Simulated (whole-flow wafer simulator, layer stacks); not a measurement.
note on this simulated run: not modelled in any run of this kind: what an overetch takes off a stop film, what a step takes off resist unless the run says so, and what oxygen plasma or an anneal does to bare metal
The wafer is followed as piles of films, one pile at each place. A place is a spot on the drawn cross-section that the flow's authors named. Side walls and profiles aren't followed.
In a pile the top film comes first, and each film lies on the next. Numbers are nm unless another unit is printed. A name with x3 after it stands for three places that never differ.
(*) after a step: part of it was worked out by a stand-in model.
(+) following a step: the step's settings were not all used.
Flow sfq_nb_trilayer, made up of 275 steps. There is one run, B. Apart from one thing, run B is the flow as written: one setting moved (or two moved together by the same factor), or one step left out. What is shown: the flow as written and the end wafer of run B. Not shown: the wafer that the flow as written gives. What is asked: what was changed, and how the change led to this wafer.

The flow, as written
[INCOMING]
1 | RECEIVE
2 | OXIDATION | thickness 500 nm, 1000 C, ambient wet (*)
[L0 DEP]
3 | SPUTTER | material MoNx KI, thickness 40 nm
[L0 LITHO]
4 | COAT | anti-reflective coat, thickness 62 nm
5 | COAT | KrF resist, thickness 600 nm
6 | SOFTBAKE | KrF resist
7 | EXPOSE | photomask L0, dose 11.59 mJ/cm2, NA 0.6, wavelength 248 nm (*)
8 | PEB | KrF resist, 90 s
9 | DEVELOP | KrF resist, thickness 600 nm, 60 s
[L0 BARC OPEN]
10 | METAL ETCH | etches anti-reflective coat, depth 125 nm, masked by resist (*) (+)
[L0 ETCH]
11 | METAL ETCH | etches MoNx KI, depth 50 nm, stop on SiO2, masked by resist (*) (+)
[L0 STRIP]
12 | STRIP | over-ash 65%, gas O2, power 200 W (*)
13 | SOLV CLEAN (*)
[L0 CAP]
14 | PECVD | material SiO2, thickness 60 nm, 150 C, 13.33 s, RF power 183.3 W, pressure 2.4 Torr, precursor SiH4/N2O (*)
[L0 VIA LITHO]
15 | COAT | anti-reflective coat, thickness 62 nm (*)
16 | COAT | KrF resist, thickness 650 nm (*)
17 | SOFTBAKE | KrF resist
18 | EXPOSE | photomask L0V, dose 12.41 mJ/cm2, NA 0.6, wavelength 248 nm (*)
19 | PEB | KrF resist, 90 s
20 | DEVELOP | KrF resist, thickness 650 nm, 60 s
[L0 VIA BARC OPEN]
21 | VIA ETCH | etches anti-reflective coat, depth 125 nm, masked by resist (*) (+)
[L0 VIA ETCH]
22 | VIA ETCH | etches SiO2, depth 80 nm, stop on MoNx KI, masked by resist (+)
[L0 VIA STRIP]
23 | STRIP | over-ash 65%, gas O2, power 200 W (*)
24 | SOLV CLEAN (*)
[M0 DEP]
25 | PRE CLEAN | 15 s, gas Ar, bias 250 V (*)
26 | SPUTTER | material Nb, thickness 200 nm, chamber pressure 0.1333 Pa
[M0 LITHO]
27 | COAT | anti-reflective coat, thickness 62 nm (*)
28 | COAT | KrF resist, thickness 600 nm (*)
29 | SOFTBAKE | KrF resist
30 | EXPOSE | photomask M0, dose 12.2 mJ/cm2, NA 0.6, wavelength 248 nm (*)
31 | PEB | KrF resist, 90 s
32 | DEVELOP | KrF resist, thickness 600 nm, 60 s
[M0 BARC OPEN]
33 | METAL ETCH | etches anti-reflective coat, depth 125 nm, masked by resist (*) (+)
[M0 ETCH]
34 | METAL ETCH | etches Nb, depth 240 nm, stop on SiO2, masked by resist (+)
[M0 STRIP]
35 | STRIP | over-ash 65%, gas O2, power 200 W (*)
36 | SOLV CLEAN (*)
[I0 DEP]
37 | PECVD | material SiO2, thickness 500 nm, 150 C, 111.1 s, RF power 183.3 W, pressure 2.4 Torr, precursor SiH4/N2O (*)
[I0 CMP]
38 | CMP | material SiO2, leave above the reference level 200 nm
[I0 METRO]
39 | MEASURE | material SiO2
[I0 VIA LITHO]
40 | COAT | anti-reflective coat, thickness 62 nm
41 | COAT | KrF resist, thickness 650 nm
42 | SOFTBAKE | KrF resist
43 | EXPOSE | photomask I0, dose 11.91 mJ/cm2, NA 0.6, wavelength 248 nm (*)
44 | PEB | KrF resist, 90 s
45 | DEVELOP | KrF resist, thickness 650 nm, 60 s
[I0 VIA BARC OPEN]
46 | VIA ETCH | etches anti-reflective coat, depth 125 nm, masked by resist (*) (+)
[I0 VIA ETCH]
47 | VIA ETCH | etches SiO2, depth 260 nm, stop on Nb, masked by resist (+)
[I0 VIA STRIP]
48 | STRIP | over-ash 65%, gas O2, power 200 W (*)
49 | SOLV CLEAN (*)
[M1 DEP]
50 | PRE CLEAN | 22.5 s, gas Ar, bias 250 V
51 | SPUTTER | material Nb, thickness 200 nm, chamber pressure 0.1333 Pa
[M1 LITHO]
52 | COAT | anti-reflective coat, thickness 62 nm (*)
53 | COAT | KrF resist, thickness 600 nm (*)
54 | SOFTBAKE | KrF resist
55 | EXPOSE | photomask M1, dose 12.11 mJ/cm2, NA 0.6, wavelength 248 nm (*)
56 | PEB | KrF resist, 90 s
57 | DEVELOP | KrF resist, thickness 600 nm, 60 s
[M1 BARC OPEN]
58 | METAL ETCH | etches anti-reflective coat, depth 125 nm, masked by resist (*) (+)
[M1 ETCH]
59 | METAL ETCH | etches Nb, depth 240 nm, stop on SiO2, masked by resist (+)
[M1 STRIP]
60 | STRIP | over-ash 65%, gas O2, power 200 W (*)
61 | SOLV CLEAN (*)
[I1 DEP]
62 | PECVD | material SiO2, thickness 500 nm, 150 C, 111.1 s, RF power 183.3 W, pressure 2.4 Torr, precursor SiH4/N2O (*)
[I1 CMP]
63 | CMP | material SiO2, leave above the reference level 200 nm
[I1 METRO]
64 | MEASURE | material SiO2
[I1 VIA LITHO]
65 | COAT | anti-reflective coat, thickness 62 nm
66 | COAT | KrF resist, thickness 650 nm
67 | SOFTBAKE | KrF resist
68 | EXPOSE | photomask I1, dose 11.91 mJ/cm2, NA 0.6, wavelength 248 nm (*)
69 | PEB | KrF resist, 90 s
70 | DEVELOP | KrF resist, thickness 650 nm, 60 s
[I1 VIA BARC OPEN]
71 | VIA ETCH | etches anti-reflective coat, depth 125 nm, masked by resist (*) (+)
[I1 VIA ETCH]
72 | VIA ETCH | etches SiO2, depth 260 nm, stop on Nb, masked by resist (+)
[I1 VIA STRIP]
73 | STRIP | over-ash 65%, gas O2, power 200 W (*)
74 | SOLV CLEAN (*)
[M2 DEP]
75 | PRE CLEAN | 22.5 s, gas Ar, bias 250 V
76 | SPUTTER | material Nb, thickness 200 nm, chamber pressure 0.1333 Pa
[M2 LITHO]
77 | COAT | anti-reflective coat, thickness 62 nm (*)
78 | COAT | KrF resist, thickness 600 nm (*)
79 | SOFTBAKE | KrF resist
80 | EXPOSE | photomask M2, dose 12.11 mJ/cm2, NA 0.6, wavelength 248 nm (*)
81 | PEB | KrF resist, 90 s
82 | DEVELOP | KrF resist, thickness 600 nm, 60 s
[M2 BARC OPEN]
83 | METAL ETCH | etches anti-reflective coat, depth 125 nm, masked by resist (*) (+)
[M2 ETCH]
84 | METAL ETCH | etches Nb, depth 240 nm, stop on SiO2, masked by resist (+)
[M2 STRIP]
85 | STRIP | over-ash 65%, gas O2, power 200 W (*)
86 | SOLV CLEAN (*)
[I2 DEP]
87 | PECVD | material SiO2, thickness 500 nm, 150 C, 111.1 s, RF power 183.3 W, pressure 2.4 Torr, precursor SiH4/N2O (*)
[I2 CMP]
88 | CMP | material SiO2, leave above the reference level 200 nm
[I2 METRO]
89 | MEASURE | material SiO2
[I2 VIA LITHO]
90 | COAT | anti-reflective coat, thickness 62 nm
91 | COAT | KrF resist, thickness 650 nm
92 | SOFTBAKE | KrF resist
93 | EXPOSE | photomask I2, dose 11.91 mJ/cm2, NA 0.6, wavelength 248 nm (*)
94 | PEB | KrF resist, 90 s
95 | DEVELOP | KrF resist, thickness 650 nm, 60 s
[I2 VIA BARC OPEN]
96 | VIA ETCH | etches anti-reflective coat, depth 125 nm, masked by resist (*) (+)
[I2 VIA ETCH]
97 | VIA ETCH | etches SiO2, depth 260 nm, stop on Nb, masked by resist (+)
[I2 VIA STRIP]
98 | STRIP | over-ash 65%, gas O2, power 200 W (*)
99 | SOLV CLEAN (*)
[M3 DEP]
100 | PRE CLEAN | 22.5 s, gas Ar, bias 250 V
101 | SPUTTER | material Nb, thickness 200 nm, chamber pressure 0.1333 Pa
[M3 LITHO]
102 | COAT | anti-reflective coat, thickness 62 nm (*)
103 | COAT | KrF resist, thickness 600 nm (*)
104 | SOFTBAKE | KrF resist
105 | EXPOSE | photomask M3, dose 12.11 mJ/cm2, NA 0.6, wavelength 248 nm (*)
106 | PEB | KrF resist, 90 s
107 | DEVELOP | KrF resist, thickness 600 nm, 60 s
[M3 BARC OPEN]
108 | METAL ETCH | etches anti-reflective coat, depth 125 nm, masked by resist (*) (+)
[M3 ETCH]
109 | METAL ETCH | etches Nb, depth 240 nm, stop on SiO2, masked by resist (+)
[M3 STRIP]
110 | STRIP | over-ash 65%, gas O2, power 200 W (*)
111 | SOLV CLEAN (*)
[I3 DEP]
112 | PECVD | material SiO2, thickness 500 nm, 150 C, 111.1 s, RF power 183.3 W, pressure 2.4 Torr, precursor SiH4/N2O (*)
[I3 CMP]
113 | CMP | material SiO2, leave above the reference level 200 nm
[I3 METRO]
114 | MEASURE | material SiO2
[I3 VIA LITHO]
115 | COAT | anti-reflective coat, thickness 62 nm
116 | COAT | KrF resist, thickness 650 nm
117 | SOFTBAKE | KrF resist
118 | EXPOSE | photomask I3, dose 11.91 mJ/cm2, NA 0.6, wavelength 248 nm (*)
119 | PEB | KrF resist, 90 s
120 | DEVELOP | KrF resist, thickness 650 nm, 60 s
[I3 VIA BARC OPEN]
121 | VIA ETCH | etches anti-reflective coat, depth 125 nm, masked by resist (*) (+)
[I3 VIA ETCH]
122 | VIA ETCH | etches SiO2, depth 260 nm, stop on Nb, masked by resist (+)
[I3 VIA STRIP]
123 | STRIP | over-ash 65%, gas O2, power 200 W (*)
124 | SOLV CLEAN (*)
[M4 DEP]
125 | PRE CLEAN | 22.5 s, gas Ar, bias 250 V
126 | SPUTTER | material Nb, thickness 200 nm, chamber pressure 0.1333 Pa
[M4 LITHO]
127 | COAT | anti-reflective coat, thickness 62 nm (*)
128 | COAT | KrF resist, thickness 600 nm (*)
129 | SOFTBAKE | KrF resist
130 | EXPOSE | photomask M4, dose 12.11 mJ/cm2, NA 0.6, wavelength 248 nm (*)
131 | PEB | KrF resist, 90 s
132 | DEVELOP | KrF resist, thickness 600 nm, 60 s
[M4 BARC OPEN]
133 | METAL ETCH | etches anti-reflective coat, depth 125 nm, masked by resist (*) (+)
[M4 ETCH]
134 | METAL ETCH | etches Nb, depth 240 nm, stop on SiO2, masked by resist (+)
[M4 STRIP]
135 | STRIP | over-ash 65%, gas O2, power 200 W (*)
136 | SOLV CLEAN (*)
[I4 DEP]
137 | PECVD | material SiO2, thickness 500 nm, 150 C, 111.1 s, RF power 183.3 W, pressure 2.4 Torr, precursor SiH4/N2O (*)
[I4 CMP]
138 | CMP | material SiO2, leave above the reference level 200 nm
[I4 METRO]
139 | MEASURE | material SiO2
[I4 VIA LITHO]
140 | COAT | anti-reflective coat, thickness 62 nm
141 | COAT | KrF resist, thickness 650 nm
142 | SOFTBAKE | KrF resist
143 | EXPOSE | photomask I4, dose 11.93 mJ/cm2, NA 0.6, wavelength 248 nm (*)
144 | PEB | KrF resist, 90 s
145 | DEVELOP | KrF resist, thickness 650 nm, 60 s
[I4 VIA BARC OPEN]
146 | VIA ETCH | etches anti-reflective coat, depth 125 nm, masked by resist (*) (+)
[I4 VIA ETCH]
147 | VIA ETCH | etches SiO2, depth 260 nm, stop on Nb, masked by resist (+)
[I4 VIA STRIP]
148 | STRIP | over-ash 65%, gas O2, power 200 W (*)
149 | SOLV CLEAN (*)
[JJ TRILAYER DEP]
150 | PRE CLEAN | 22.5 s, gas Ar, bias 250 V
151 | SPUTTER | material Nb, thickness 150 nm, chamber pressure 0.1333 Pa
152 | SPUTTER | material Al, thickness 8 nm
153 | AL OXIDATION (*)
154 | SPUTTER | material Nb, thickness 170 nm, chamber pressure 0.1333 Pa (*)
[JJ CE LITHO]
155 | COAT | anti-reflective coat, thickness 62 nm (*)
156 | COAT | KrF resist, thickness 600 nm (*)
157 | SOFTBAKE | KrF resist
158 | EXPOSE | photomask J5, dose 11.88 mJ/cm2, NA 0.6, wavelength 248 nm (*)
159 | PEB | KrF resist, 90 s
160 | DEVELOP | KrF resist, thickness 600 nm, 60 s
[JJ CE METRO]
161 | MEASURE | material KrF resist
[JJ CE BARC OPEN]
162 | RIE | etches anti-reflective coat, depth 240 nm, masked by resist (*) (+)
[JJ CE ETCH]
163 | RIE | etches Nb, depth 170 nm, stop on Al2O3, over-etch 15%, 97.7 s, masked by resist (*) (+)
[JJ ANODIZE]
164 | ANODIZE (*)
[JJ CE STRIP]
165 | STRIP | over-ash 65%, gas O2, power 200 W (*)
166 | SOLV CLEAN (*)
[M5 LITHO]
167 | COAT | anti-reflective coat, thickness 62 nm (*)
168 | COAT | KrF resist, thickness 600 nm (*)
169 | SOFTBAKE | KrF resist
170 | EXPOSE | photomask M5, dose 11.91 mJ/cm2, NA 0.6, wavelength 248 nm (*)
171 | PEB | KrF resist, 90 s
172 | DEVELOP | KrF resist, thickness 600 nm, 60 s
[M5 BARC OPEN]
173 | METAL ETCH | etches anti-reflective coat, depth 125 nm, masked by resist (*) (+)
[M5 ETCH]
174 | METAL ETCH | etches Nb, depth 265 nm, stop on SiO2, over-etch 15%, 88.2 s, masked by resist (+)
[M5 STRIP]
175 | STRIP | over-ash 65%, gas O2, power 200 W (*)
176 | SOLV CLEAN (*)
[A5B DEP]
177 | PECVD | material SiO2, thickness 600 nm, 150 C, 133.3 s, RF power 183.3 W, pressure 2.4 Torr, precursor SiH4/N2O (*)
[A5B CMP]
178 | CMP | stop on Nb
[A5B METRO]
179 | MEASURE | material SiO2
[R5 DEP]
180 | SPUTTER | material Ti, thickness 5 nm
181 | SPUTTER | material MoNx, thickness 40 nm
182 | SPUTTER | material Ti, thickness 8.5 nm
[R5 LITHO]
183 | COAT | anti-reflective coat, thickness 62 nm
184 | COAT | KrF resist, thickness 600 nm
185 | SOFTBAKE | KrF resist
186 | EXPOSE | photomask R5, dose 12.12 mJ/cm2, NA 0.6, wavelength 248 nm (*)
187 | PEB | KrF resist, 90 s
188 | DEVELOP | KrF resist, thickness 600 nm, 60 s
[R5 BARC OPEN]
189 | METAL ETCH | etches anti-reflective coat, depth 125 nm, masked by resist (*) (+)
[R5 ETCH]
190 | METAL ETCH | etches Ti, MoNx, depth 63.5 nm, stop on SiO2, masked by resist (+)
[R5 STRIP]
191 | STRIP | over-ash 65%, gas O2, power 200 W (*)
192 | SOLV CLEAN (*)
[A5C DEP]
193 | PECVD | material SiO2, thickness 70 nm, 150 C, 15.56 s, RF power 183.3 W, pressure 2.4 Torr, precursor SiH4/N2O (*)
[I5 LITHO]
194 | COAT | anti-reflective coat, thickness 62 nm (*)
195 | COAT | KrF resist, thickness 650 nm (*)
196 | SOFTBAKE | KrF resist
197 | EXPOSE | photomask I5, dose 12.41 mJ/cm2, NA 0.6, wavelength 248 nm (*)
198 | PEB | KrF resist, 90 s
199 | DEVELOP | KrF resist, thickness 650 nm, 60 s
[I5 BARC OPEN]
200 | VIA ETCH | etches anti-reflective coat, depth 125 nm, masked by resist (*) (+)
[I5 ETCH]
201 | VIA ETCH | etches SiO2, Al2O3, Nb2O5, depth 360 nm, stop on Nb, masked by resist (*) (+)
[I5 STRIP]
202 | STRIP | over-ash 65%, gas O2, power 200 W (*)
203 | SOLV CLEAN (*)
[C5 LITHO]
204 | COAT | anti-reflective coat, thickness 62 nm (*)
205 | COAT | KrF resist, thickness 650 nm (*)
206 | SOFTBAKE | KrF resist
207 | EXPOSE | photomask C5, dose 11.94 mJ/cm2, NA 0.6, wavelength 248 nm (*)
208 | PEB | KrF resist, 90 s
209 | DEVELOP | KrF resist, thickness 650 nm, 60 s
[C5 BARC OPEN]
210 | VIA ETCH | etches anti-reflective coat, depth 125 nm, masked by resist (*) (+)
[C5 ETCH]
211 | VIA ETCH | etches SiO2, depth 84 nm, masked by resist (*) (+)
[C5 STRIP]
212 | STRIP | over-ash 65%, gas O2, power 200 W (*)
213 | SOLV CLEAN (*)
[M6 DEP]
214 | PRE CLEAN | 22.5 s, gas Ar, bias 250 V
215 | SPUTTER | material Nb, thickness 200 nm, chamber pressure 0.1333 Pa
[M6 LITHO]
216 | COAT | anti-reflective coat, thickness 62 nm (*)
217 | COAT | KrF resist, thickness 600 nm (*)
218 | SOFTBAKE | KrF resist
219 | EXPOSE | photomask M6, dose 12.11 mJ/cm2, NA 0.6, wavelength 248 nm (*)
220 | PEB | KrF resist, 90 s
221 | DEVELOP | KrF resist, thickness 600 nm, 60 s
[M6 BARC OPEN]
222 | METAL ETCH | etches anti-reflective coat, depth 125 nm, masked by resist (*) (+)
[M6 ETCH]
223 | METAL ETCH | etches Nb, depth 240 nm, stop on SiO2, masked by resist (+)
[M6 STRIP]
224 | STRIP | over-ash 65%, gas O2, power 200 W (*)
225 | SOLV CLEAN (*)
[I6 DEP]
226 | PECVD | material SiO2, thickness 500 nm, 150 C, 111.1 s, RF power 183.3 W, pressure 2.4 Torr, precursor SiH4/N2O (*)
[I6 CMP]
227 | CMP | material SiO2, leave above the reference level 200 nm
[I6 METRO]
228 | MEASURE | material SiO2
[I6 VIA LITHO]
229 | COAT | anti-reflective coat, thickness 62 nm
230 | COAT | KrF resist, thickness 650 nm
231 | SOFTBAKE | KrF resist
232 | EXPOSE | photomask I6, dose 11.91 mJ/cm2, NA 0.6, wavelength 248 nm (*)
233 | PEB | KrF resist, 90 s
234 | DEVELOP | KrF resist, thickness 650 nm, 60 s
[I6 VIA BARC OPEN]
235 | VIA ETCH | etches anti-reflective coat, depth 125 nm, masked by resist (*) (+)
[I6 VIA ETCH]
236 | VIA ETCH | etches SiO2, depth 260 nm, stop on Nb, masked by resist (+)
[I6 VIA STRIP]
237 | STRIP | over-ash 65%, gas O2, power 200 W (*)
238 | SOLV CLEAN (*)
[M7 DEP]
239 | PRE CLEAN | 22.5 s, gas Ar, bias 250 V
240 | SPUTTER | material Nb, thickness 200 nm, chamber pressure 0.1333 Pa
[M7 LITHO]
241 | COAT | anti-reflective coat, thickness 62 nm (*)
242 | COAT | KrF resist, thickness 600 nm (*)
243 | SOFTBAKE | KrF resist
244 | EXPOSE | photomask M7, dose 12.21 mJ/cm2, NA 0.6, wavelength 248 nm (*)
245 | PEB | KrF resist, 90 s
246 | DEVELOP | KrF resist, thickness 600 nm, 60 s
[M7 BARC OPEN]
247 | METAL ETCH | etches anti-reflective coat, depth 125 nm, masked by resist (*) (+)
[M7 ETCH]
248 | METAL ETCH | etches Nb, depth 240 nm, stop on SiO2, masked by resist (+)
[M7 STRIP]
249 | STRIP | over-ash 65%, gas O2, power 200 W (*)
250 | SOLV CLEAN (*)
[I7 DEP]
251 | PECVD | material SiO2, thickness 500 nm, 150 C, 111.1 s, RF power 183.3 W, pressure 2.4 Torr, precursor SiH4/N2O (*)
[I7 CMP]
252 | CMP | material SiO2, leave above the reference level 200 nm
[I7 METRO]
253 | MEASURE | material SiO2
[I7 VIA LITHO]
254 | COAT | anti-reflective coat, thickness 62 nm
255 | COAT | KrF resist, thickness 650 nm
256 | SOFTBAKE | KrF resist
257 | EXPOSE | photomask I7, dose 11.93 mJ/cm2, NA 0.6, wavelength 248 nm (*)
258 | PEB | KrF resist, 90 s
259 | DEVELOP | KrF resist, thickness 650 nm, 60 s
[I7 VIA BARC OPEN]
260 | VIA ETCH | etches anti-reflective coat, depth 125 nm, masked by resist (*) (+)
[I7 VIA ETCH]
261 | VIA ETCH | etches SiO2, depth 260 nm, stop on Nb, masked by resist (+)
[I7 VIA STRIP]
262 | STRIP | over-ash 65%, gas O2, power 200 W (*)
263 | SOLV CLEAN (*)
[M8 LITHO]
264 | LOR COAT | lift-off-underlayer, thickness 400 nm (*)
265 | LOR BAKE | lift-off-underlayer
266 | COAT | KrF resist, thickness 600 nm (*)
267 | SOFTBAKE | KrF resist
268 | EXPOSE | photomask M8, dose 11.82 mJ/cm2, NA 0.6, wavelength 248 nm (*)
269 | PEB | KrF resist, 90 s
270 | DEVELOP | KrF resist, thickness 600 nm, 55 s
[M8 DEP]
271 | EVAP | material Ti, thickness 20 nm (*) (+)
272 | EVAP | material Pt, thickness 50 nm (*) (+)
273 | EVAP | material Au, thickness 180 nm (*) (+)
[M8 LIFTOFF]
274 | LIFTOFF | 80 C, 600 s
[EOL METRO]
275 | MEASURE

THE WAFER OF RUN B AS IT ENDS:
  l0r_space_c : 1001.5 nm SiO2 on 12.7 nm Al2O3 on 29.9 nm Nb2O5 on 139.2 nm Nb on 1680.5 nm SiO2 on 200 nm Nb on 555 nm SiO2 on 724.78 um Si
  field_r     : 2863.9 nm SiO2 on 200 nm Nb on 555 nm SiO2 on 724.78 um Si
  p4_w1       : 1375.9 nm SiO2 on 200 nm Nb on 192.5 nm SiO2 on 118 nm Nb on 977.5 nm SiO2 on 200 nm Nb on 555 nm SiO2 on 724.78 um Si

The reason: step 101, SPUTTER: thickness 118 nm was run, though the flow has thickness 200 nm.
The wafer lets one read it off: p4_w1 has Nb 118, and step 101 as written asks for 200 nm.

How this came from the change, step by step:
  101 | SPUTTER | material Nb, thickness 200 nm, chamber pressure 0.1333 Pa
      field_l, v_sur, via_wl and 102 more: Nb gains 118 (new film) (it would be, as written: Nb gains 200 (new film))
      via_w: Nb gains 97.3 (it would be, as written: Nb gains 165.5)
  102 | COAT | anti-reflective coat, thickness 62 nm (*)
      via_wl, via_wr: anti-reflective coat gains 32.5 (new film) (it would be, as written: anti-reflective coat gains 34.2 (new film))
      via_w: anti-reflective coat gains 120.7 (new film) (it would be, as written: anti-reflective coat gains 124.8 (new film))
  109 | METAL ETCH | etches Nb, depth 240 nm, stop on SiO2, masked by resist (+)
      field_l, be, be_sur and 72 more: Nb loses 118 (all of it) (it would be, as written: Nb loses 200 (all of it))
      v_sur, via_wl, via_w and 28 more: KrF resist loses 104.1 (it would be, as written: KrF resist loses 141.2)
  110 | STRIP | over-ash 65%, gas O2, power 200 W (*)
      p4_w1, p4_w2, p4_w3 and 21 more: KrF resist loses 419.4 (all of it), anti-reflective coat loses 62 (all of it) (it would be, as written: KrF resist loses 382.4 (all of it), anti-reflective coat loses 62 (all of it))
      v_sur: KrF resist loses 403.2 (all of it), anti-reflective coat loses 60.8 (all of it) (it would be, as written: KrF resist loses 365.3 (all of it), anti-reflective coat loses 61.1 (all of it))
      (also at 6 further places)
  112 | PECVD | material SiO2, thickness 500 nm, 150 C, 111.1 s, RF power 183.3 W, pressure 2.4 Torr, precursor SiH4/N2O (*)
      p4_g1, p4_g2, p3_s0, p3_s1, p3_s2, p3_s3, p3_s4, p3_s5: SiO2 gains 500 (it would be, as written: SiO2 gains 557.1)
      via_w: SiO2 gains 592.7 (new film) (it would be, as written: SiO2 gains 615 (new film))
  113 | CMP | material SiO2, leave above the reference level 200 nm
      field_l, be, be_sur and 64 more: SiO2 loses 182 (it would be, as written: SiO2 loses 100)
      p4_g1, p4_g2, p3_s0, p3_s1, p3_s2, p3_s3, p3_s4, p3_s5: SiO2 loses 182 (it would be, as written: SiO2 loses 157.1)
      (also at 1 further place)
